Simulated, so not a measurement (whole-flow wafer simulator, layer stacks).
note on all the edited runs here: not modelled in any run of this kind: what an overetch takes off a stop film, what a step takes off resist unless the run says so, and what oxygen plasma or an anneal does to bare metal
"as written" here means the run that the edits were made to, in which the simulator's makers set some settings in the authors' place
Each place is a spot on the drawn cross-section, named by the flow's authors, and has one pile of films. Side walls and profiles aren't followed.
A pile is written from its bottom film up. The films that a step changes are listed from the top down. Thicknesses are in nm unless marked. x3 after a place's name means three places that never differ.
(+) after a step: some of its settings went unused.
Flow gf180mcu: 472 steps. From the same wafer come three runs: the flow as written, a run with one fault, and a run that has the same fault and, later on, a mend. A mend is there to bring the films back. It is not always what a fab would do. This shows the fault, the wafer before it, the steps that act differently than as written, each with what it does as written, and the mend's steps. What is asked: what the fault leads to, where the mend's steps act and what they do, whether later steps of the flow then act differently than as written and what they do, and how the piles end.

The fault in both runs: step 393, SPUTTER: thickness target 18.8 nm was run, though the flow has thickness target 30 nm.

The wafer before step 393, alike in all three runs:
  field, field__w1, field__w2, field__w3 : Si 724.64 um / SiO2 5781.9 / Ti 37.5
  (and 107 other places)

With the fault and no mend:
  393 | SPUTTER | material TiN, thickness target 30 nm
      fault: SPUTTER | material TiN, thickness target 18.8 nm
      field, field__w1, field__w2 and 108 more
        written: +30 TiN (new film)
        fault: +18.8 TiN (new film)
  Steps later in the flow that act otherwise than as written (1 other step is not shown; it differs only slightly, by no more than 2% or 0.5 nm, whichever is larger):
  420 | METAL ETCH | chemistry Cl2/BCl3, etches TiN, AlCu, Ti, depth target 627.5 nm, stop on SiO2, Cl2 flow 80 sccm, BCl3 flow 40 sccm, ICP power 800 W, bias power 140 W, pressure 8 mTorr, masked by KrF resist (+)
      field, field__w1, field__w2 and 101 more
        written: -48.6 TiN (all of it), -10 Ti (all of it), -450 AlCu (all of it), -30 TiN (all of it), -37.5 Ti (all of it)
        fault: -48.6 TiN (all of it), -10 Ti (all of it), -450 AlCu (all of it), -18.8 TiN (all of it), -37.5 Ti (all of it)
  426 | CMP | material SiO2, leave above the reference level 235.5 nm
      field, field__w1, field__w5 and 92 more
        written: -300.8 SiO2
        fault: -312 SiO2
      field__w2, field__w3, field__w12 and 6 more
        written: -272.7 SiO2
        fault: -284.4 SiO2
  At field__w4, field__w8, contact, m1, m1__w1, mim, mim_1p0, m1_nw, the piles at the end differ from the flow's by more than 2% or 0.5 nm, whichever is larger.
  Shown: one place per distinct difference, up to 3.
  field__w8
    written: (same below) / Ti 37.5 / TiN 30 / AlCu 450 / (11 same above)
    fault: (same below) / Ti 37.5 / TiN 18.8 / AlCu 450 / (11 same above)
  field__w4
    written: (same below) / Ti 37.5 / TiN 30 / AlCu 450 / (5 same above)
    fault: (same below) / Ti 37.5 / TiN 18.8 / AlCu 450 / (5 same above)
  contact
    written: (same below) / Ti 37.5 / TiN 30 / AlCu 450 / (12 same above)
    fault: (same below) / Ti 37.5 / TiN 18.8 / AlCu 450 / (12 same above)

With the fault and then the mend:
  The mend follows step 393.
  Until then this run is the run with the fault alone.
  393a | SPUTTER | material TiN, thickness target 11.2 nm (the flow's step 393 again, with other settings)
      field, field__w1, field__w2 and 108 more
        +11.2 TiN
  None of the later steps of the flow acts differently than as written at any place that is followed.
  The piles end the same as the flow's at every place that both follow.
